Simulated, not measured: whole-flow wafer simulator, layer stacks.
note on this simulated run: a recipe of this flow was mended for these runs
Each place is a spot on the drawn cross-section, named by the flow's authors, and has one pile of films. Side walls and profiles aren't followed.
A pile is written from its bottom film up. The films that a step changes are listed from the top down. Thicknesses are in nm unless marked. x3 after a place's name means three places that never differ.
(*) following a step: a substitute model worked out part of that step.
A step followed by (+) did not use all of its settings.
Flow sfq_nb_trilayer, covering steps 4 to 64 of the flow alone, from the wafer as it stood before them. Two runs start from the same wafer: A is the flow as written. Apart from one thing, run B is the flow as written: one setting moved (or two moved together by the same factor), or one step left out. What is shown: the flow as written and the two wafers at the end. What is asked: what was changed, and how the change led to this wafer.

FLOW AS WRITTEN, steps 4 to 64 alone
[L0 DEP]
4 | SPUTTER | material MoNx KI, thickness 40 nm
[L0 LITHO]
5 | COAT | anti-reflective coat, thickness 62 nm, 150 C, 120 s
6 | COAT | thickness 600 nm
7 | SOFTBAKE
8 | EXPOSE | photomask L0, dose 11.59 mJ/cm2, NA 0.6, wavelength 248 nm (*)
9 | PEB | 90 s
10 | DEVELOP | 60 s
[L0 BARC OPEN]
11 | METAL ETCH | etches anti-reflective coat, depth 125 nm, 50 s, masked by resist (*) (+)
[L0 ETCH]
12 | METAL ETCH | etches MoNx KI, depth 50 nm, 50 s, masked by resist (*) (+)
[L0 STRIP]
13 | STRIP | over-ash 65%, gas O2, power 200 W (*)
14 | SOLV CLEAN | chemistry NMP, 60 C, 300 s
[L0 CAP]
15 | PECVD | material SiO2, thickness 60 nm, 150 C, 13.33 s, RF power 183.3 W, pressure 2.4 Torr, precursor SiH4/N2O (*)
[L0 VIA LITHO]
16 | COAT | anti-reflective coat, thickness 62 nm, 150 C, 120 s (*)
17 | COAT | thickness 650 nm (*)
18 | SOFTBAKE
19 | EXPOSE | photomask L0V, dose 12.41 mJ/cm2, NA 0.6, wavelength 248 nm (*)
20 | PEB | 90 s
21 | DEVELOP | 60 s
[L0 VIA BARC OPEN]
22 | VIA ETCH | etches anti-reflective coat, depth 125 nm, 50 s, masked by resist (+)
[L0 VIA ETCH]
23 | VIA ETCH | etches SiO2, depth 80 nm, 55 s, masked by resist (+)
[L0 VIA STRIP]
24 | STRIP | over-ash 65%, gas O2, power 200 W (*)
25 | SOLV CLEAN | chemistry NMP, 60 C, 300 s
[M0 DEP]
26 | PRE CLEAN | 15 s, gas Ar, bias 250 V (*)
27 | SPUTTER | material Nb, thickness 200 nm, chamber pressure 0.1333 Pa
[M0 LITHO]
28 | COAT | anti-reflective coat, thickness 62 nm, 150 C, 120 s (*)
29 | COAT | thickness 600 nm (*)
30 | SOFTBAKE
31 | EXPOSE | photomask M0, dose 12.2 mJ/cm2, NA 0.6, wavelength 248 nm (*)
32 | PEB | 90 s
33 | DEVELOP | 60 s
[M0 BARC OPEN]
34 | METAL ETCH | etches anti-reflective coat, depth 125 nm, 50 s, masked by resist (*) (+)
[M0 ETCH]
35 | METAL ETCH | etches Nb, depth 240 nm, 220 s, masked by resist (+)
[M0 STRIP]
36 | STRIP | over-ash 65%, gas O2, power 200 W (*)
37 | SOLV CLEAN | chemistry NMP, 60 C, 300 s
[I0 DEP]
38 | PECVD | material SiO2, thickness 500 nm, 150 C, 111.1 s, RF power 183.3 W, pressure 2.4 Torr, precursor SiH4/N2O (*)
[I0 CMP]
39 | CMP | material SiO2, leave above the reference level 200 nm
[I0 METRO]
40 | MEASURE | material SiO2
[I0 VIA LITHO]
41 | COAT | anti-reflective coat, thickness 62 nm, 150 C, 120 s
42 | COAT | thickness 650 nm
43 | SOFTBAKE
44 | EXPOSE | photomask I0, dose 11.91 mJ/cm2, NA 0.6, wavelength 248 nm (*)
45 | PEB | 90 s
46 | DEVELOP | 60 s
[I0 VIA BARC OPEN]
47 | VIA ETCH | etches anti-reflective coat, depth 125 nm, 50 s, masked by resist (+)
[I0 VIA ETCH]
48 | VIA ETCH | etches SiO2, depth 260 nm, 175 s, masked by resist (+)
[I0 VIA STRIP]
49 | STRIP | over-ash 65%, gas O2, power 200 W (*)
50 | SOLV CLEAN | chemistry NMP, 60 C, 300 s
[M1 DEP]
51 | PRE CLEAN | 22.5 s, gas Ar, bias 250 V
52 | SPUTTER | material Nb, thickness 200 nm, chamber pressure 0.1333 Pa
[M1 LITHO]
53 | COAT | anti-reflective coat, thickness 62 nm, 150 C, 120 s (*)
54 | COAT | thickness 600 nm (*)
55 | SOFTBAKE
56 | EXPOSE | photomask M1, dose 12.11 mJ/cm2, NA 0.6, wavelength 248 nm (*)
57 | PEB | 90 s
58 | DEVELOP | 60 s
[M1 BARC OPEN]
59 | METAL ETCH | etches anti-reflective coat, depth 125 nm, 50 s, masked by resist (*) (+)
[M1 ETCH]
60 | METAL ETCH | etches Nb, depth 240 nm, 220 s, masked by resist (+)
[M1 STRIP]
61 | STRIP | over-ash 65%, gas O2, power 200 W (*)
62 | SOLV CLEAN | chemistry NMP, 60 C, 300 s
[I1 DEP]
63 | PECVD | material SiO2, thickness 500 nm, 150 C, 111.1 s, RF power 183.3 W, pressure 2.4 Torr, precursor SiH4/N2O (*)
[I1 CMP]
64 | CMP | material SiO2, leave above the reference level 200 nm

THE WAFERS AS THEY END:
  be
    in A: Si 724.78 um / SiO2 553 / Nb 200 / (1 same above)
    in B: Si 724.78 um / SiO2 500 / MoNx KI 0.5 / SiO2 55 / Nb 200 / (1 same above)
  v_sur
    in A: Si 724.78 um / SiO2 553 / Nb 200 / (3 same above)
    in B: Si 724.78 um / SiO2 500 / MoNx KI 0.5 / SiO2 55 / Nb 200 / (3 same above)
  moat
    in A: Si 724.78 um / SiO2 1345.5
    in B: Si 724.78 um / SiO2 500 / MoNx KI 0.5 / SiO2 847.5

Cause: step 4, SPUTTER: thickness 50.5 nm was run, while the flow as written has thickness 40 nm.

How this came from the change, step by step:
  4 | SPUTTER | material MoNx KI, thickness 40 nm
      field_l, v_sur, via_wl and 103 more: A +40 MoNx KI (new film) | B +50.5 MoNx KI (new film)
  12 | METAL ETCH | etches MoNx KI, depth 50 nm, 50 s, masked by resist (*) (+)
      v_sur, via_wl, via_w and 97 more: A -40 MoNx KI (all of it), -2 SiO2 | B -50 MoNx KI
  15 | PECVD | material SiO2, thickness 60 nm, 150 C, 13.33 s, RF power 183.3 W, pressure 2.4 Torr, precursor SiH4/N2O (*)
      v_sur, via_wl, via_w and 97 more: A +60 SiO2 | B +60 SiO2 (new film)
  16 | COAT | anti-reflective coat, thickness 62 nm, 150 C, 120 s (*)
      field_l: A +50 anti-reflective coat (new film) | B +47.8 anti-reflective coat (new film)
      v_sur: A +78.1 anti-reflective coat (new film) | B +81.2 anti-reflective coat (new film)
      (as well as at 4 more places)
  24 | STRIP | over-ash 65%, gas O2, power 200 W (*)
      field_l: A -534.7 KrF-resist-other-grade (all of it), -50 anti-reflective coat (all of it) | B -533.4 KrF-resist-other-grade (all of it), -47.8 anti-reflective coat (all of it)
      v_sur: A -544.6 KrF-resist-other-grade (all of it), -78.1 anti-reflective coat (all of it) | B -545.1 KrF-resist-other-grade (all of it), -81.2 anti-reflective coat (all of it)
      (as well as at 4 more places)
  28 | COAT | anti-reflective coat, thickness 62 nm, 150 C, 120 s (*)
      field_l: A +50.5 anti-reflective coat (new film) | B +48.8 anti-reflective coat (new film)
      v_sur: A +78.2 anti-reflective coat (new film) | B +81.3 anti-reflective coat (new film)
      (as well as at 4 more places)
  36 | STRIP | over-ash 65%, gas O2, power 200 W (*)
      field_l: A -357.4 KrF-resist-other-grade (all of it), -50.5 anti-reflective coat (all of it) | B -355.9 KrF-resist-other-grade (all of it), -48.8 anti-reflective coat (all of it)
      v_sur: A -367.4 KrF-resist-other-grade (all of it), -78.2 anti-reflective coat (all of it) | B -368.1 KrF-resist-other-grade (all of it), -81.3 anti-reflective coat (all of it)
      (as well as at 4 more places)
  39 | CMP | material SiO2, leave above the reference level 200 nm
      field_l, l0_sur, l0r_line_l, l0r_line_c, l0r_line_r: A -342 SiO2 | B -350 SiO2
      l0v: A -277.4 SiO2 | B -285.4 SiO2
If metal films that touch count as one body, be has 2 bodies (between them, from the top down: SiO2 55); the flow as written gives 1 body.
If metal films that touch count as one body, v_sur has 3 bodies (between them, from the top down: SiO2 192.5; SiO2 55); the flow as written gives 2 bodies (between them, from the top down: SiO2 192.5).
If metal films that touch count as one body, moat has 1 body; the flow as written gives 0 bodies.
